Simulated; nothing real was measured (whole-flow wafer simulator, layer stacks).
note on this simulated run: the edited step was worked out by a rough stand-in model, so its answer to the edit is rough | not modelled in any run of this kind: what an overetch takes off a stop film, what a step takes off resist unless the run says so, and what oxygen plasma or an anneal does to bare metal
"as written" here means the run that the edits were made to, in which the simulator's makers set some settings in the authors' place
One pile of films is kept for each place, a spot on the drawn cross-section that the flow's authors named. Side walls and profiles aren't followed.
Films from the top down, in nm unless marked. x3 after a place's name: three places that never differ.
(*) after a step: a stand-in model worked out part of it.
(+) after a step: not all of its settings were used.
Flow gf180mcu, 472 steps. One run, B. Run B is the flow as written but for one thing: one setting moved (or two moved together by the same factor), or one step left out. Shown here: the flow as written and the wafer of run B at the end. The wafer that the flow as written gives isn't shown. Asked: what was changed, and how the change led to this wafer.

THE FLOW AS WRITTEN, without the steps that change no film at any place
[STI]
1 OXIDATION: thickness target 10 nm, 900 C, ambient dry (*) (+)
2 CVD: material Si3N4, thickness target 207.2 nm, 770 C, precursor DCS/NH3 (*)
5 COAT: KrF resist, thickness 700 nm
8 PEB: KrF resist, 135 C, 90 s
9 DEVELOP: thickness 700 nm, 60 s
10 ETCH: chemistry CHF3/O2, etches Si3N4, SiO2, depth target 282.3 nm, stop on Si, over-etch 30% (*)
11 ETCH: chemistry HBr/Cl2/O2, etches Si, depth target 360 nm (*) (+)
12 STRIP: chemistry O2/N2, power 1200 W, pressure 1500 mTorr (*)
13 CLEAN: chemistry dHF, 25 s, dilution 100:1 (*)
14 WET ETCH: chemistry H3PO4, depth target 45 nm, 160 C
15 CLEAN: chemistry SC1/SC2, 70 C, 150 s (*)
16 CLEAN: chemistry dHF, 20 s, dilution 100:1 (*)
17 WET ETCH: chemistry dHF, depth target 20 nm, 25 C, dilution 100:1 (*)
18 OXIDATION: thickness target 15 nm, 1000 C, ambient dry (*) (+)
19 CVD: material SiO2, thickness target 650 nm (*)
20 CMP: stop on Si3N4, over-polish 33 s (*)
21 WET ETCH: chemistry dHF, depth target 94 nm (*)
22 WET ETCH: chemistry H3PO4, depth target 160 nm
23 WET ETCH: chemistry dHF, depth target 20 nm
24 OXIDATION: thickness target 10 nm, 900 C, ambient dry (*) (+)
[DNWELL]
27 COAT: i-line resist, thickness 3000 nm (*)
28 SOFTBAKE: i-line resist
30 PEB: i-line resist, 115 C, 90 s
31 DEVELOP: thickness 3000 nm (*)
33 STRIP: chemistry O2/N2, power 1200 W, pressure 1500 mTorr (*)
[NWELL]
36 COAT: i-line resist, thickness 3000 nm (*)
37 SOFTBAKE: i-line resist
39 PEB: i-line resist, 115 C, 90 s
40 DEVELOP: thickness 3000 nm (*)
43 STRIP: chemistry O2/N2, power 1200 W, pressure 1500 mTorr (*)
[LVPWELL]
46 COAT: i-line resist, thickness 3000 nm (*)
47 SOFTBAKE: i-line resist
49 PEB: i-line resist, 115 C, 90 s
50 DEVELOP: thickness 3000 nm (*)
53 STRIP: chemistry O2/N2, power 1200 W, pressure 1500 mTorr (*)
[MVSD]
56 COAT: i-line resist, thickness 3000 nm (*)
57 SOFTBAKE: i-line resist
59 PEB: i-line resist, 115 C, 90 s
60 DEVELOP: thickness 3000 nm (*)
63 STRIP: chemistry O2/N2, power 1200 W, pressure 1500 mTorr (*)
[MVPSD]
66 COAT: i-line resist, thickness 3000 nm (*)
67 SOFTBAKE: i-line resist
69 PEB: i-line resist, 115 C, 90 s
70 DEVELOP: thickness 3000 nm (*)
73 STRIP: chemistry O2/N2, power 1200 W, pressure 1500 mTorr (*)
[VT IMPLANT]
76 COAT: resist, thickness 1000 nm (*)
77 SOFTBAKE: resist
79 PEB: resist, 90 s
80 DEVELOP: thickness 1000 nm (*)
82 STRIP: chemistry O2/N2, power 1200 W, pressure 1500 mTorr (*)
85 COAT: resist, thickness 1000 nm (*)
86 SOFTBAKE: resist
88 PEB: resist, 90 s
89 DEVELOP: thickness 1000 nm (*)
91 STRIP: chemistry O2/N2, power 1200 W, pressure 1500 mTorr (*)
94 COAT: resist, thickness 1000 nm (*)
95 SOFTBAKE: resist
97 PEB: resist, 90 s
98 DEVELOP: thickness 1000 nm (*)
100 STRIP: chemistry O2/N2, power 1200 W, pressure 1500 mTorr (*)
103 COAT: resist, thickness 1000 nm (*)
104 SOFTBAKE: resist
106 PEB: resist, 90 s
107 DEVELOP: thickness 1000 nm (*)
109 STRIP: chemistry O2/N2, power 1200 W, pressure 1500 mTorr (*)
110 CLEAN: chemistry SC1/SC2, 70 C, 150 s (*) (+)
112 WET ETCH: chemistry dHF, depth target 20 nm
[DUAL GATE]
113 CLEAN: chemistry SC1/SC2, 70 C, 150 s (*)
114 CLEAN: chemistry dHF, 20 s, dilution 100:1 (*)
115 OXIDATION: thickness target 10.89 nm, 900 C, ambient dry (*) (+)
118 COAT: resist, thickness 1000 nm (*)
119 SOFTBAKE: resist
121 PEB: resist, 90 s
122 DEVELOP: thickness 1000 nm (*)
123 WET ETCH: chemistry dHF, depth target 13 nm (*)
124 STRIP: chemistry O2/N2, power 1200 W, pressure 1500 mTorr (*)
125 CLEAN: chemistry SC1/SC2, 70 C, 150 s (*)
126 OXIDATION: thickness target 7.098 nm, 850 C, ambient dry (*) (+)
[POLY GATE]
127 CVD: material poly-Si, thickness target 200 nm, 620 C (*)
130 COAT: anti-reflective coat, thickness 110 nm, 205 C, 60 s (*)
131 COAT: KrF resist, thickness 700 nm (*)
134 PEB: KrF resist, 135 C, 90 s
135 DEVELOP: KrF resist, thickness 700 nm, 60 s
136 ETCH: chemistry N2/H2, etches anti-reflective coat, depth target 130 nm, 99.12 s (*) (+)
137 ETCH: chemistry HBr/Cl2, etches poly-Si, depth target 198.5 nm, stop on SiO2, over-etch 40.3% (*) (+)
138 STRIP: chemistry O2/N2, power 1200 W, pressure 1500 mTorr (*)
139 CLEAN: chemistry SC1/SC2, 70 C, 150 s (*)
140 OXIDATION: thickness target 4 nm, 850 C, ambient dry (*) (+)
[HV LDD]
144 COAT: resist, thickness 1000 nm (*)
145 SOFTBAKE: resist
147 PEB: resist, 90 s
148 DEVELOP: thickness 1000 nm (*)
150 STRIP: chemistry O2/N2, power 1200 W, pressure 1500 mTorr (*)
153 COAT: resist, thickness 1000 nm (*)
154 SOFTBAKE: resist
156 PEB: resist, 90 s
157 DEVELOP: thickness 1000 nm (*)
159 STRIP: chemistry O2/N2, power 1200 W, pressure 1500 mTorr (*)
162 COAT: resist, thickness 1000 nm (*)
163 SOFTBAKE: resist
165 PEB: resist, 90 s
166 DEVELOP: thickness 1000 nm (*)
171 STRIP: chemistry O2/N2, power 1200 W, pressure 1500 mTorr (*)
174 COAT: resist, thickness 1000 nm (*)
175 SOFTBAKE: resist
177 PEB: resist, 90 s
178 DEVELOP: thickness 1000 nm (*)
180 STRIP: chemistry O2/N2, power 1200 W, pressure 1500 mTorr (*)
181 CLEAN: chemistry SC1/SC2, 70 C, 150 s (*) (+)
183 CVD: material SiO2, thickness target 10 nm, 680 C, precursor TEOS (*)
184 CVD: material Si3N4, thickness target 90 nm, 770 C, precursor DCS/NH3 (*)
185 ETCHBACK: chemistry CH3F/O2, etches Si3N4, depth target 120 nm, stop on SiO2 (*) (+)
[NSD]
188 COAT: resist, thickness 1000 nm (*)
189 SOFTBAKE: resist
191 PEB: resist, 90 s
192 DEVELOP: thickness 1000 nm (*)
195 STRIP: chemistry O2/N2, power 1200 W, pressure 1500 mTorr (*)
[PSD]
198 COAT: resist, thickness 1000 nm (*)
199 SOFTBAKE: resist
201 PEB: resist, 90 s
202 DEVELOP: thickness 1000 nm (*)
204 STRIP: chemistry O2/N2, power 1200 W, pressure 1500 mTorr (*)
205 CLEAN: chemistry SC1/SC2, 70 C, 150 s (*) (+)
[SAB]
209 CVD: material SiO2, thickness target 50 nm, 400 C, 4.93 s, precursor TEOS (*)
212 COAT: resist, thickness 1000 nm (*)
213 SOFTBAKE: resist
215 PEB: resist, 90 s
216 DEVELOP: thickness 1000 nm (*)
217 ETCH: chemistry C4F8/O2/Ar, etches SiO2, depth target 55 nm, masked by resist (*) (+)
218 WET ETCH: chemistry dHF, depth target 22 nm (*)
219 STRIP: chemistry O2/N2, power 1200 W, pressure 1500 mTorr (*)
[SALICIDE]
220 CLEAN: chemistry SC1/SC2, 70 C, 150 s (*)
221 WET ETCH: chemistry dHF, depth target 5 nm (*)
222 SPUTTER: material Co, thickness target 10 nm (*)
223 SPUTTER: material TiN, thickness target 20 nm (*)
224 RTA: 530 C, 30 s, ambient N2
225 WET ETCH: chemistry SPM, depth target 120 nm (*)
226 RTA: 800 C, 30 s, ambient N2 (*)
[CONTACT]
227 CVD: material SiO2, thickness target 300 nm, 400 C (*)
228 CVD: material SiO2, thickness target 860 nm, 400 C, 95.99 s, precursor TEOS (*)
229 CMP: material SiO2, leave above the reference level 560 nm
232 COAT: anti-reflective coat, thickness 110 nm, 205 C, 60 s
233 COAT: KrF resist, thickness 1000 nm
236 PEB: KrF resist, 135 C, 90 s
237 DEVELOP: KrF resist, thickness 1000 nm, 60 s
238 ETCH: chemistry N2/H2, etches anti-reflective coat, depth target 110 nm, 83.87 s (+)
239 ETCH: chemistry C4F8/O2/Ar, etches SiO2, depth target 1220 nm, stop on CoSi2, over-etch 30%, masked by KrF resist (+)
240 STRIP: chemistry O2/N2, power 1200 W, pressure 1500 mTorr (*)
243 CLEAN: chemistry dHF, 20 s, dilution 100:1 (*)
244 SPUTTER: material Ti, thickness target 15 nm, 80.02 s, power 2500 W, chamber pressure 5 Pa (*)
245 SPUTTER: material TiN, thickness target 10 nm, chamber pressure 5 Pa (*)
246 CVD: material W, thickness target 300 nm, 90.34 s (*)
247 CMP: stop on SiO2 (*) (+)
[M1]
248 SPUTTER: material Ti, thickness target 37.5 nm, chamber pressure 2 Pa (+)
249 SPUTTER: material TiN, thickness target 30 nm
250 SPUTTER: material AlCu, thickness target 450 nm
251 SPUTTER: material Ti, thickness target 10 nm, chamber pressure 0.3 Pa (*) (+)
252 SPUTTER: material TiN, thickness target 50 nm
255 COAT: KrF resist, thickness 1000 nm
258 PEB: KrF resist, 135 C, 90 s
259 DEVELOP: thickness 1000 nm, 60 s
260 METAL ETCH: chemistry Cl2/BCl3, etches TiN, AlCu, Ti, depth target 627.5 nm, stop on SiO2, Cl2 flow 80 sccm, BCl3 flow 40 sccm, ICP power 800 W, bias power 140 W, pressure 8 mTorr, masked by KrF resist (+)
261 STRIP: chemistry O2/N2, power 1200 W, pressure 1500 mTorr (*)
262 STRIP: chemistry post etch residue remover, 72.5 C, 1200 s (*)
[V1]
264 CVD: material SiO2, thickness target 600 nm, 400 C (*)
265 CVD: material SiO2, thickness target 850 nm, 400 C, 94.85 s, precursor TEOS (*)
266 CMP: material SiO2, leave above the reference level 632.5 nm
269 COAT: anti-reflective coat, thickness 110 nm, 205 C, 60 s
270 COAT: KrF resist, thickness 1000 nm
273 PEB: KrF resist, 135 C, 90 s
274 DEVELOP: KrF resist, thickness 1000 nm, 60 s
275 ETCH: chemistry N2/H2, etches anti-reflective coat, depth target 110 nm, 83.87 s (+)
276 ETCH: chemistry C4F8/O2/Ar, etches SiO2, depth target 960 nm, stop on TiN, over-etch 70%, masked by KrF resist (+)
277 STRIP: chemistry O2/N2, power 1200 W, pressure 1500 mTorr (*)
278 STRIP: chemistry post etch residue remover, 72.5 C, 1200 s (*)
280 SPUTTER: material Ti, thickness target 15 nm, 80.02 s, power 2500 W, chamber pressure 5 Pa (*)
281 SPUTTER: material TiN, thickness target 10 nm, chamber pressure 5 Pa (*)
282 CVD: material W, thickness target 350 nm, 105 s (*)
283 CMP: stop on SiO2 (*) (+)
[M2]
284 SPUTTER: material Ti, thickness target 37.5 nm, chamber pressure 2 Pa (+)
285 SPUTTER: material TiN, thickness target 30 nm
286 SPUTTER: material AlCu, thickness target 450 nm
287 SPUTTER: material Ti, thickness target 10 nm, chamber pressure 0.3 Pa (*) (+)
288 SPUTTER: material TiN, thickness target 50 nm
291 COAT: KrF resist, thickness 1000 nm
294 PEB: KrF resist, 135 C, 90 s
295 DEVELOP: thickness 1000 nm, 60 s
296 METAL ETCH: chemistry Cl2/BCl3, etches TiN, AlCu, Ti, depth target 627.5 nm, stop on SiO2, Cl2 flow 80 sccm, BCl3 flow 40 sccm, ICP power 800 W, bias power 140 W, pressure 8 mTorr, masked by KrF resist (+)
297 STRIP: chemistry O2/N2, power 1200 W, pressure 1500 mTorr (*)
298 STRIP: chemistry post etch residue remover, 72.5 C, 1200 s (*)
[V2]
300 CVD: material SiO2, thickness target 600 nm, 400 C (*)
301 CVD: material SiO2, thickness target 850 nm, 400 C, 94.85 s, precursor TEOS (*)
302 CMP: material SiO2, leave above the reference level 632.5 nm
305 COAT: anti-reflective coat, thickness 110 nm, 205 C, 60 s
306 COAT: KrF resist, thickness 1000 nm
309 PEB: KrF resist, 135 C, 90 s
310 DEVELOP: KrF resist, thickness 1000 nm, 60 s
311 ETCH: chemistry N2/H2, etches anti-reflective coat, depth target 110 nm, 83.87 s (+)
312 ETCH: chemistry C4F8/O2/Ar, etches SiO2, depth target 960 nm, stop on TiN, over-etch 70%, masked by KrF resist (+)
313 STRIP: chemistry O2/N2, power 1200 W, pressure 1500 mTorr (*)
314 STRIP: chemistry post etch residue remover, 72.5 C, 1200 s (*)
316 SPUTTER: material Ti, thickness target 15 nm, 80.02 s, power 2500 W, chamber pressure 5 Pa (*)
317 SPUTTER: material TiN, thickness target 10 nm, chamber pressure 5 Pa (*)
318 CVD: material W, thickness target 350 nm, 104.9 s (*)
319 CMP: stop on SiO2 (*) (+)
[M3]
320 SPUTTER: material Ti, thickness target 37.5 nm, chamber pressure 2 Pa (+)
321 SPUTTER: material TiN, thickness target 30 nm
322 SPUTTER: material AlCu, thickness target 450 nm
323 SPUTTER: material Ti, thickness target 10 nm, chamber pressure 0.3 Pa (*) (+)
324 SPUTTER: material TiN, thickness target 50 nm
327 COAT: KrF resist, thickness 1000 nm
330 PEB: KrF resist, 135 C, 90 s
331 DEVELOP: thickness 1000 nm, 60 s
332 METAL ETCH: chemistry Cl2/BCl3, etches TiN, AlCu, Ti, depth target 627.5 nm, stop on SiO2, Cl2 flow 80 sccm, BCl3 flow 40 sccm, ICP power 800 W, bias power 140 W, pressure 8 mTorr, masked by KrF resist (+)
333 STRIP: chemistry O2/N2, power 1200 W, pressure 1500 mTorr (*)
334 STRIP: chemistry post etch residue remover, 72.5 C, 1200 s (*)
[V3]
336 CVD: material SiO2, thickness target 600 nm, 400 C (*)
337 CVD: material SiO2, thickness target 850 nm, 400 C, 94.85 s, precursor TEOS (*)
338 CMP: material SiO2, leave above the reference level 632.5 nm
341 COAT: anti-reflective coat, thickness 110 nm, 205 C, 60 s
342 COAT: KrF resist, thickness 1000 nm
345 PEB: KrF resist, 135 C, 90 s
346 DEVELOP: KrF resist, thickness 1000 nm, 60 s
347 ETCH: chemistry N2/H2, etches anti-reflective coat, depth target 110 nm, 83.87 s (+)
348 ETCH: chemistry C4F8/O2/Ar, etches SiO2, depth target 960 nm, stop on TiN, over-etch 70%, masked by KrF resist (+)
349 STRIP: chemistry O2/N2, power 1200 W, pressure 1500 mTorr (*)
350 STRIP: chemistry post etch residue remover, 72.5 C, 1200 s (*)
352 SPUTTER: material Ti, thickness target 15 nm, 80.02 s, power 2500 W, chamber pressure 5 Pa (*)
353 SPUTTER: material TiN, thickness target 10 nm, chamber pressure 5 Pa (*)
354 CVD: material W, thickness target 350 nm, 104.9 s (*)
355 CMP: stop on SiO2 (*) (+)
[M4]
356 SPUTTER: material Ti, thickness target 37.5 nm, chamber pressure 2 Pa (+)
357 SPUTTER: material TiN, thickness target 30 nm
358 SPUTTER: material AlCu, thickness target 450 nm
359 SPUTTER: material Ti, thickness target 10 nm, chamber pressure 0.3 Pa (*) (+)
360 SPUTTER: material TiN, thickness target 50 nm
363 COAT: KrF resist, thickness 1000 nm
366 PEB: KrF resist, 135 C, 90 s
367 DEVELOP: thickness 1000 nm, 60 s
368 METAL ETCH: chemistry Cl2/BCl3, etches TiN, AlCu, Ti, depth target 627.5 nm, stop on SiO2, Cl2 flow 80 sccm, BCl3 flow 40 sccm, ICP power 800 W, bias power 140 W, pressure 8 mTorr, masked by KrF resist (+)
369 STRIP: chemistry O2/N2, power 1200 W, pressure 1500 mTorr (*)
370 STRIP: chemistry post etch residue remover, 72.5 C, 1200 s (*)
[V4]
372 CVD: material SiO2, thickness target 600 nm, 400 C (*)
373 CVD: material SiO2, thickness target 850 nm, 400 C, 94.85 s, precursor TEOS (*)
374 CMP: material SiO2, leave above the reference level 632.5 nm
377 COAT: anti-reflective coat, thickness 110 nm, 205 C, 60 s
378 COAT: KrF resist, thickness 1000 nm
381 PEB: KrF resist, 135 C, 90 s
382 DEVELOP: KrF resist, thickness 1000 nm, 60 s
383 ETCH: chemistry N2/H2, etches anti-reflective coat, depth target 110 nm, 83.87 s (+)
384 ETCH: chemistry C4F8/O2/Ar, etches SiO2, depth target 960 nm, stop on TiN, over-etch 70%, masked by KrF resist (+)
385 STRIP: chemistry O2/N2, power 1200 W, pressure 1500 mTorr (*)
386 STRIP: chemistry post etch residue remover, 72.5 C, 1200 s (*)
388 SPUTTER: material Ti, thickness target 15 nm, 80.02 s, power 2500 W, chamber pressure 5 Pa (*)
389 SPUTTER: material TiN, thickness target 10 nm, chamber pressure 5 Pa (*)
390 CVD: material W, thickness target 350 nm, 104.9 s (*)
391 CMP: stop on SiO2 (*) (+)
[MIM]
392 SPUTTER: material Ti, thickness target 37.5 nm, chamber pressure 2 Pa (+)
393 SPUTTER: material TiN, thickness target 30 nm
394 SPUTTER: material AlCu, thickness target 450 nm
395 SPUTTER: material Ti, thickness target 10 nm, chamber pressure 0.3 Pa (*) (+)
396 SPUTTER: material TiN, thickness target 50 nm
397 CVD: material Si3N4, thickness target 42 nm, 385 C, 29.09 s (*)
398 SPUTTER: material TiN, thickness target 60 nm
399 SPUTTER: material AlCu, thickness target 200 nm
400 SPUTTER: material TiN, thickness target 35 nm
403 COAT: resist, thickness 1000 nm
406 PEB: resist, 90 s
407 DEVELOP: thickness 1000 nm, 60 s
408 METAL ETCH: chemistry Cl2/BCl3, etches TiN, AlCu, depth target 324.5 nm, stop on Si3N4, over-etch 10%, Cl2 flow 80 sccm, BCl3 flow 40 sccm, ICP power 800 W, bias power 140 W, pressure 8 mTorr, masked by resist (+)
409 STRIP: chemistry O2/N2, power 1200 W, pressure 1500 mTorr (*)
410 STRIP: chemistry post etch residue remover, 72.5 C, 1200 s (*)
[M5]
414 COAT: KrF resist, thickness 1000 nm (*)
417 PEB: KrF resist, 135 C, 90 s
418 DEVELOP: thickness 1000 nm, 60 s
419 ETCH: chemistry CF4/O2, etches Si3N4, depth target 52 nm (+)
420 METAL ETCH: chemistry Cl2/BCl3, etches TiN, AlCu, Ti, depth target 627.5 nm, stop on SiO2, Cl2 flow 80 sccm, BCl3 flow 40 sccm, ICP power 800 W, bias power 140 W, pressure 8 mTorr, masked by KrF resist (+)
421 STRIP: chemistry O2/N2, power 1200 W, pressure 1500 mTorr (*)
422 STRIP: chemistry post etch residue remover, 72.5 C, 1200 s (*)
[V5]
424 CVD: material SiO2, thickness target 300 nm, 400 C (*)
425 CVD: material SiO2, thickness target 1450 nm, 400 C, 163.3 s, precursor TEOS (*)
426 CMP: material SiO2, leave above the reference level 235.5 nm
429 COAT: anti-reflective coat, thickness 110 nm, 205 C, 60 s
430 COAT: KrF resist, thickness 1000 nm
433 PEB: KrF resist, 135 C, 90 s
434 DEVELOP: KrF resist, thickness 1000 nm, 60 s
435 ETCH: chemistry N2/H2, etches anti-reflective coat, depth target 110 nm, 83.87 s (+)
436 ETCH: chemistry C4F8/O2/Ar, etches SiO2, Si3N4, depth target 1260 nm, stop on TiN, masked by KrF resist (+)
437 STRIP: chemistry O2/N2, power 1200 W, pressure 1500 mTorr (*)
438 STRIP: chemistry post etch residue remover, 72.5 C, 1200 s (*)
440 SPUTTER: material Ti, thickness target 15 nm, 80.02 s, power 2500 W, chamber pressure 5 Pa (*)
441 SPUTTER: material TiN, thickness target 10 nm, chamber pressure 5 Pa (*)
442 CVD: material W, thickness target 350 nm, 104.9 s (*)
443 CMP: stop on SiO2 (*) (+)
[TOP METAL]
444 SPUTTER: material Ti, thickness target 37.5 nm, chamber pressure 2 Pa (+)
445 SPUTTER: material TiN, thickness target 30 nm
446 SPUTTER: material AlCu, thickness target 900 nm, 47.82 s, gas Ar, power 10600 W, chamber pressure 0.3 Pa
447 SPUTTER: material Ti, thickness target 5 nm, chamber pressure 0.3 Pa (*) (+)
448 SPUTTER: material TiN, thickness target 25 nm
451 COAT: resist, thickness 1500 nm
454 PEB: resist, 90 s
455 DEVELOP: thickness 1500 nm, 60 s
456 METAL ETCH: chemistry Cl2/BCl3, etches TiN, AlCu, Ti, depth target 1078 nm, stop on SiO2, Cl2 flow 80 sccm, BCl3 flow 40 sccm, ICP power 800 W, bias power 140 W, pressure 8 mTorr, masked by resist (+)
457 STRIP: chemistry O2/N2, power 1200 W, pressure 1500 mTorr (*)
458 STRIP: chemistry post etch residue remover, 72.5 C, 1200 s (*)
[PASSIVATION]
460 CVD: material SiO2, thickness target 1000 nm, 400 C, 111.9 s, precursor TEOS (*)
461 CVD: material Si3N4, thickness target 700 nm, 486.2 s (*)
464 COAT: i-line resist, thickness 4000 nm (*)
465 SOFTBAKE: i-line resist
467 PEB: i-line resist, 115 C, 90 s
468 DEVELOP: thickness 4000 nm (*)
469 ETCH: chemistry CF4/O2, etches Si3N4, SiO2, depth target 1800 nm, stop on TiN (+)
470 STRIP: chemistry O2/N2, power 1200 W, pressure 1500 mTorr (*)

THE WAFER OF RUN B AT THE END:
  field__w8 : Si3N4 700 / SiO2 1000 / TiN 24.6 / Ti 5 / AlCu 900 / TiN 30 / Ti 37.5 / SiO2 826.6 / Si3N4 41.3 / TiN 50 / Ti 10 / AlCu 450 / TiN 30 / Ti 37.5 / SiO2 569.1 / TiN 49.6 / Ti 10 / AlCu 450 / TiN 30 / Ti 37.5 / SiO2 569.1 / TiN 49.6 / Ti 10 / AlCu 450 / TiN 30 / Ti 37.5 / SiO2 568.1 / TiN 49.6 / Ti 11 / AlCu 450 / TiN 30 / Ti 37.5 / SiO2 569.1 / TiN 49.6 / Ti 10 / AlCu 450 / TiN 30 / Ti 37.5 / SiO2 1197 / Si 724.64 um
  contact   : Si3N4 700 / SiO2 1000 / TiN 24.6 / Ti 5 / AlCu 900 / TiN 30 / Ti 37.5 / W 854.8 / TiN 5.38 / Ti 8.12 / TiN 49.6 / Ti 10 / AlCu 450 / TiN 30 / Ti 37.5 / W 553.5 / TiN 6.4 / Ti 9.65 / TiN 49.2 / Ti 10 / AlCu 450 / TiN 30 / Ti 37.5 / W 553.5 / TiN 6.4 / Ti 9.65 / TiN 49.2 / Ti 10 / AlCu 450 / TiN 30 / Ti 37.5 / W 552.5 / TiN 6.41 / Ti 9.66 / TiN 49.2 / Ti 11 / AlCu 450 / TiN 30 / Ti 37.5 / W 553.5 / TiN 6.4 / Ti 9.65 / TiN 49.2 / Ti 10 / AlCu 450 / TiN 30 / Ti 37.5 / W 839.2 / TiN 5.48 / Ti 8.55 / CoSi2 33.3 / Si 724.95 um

The cause: step 287, SPUTTER: thickness target 11 nm was run, where the flow has thickness target 10 nm.
It can be read off the wafer: field__w8 has Ti 11, and step 287 as written asks for 10 nm.

How the change led to this, step by step:
  287 SPUTTER: material Ti, thickness target 10 nm, chamber pressure 0.3 Pa (*) (+)
      field, field__w1, field__w2 and 108 more: Ti +11 (new film) (as written it would be: Ti +10 (new film))
  296 METAL ETCH: chemistry Cl2/BCl3, etches TiN, AlCu, Ti, depth target 627.5 nm, stop on SiO2, Cl2 flow 80 sccm, BCl3 flow 40 sccm, ICP power 800 W, bias power 140 W, pressure 8 mTorr, masked by KrF resist (+)
      field, field__w1, field__w2 and 103 more: TiN -50 (all of it), Ti -11 (all of it), AlCu -450 (all of it), TiN -30 (all of it), Ti -37.5 (all of it) (as written it would be: TiN -50 (all of it), Ti -10 (all of it), AlCu -450 (all of it), TiN -30 (all of it), Ti -37.5 (all of it))
